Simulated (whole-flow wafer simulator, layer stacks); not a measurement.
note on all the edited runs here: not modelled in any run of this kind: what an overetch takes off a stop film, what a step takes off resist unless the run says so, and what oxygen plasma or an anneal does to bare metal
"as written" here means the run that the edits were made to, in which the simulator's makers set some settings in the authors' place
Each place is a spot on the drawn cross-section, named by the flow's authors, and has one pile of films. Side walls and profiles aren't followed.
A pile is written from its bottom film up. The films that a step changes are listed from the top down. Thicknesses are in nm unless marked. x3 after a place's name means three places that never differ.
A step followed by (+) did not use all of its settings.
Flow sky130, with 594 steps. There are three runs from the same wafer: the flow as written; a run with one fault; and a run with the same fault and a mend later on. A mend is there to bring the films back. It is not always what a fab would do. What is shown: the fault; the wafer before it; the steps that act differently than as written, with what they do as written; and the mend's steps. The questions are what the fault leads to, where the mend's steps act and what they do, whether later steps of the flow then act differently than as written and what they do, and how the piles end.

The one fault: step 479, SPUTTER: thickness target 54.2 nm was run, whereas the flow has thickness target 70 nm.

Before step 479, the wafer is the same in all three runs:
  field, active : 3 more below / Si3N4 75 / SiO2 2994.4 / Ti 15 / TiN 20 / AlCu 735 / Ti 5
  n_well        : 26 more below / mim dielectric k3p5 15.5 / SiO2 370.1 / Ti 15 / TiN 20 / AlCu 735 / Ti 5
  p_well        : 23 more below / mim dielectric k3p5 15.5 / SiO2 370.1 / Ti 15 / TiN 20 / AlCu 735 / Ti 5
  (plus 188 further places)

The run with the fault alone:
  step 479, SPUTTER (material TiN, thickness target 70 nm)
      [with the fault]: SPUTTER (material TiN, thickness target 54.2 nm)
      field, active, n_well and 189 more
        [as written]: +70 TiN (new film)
        [with the fault]: +54.2 TiN (new film)
  Later steps of the flow acting differently than as written (11 more steps, not shown, differ only slightly: by at most 2% or 0.5 nm, whichever is larger):
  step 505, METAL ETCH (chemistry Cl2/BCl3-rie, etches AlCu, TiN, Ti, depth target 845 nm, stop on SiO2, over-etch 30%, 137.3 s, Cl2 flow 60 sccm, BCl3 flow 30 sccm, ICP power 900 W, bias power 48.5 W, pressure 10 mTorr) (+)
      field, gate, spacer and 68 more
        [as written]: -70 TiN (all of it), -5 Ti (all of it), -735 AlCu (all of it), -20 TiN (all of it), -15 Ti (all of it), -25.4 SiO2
        [with the fault]: -54.2 TiN (all of it), -5 Ti (all of it), -735 AlCu (all of it), -20 TiN (all of it), -15 Ti (all of it), -26.9 SiO2
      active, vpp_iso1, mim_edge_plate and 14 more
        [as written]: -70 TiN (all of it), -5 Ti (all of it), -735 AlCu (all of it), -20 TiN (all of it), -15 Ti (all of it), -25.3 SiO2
        [with the fault]: -54.2 TiN (all of it), -5 Ti (all of it), -735 AlCu (all of it), -20 TiN (all of it), -15 Ti (all of it), -26.9 SiO2
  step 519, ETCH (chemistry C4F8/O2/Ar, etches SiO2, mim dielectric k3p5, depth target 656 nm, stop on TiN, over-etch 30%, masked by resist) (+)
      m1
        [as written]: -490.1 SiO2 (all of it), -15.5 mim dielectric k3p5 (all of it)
        [with the fault]: -505.9 SiO2 (all of it), -15.5 mim dielectric k3p5 (all of it)
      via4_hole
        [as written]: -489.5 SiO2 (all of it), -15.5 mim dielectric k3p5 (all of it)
        [with the fault]: -505.3 SiO2 (all of it), -15.5 mim dielectric k3p5 (all of it)
  At n_well, p_well, gate_hv and 102 more, the piles at the end differ from the flow's by more than 2% or 0.5 nm, whichever is larger.
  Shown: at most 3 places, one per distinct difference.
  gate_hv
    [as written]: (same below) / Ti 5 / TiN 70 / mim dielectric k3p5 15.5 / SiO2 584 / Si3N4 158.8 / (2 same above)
    [with the fault]: (same below) / Ti 5 / TiN 54.2 / mim dielectric k3p5 15.5 / SiO2 599.8 / Si3N4 158.8 / (2 same above)
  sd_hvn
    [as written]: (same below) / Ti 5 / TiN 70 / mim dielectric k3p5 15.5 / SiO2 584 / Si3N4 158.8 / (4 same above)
    [with the fault]: (same below) / Ti 5 / TiN 54.2 / mim dielectric k3p5 15.5 / SiO2 599.8 / Si3N4 158.8 / (4 same above)
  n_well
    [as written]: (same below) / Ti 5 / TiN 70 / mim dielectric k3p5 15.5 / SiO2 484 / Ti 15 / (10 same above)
    [with the fault]: (same below) / Ti 5 / TiN 54.2 / mim dielectric k3p5 15.5 / SiO2 499.8 / Ti 15 / (10 same above)

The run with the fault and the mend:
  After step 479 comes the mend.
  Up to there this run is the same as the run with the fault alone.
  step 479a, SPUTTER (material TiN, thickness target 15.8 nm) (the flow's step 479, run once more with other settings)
      field, active, n_well and 189 more
        +15.8 TiN
  Every later step of the flow that is run acts as written at every place that is followed.
  The piles end the same as the flow's at every place that both follow.
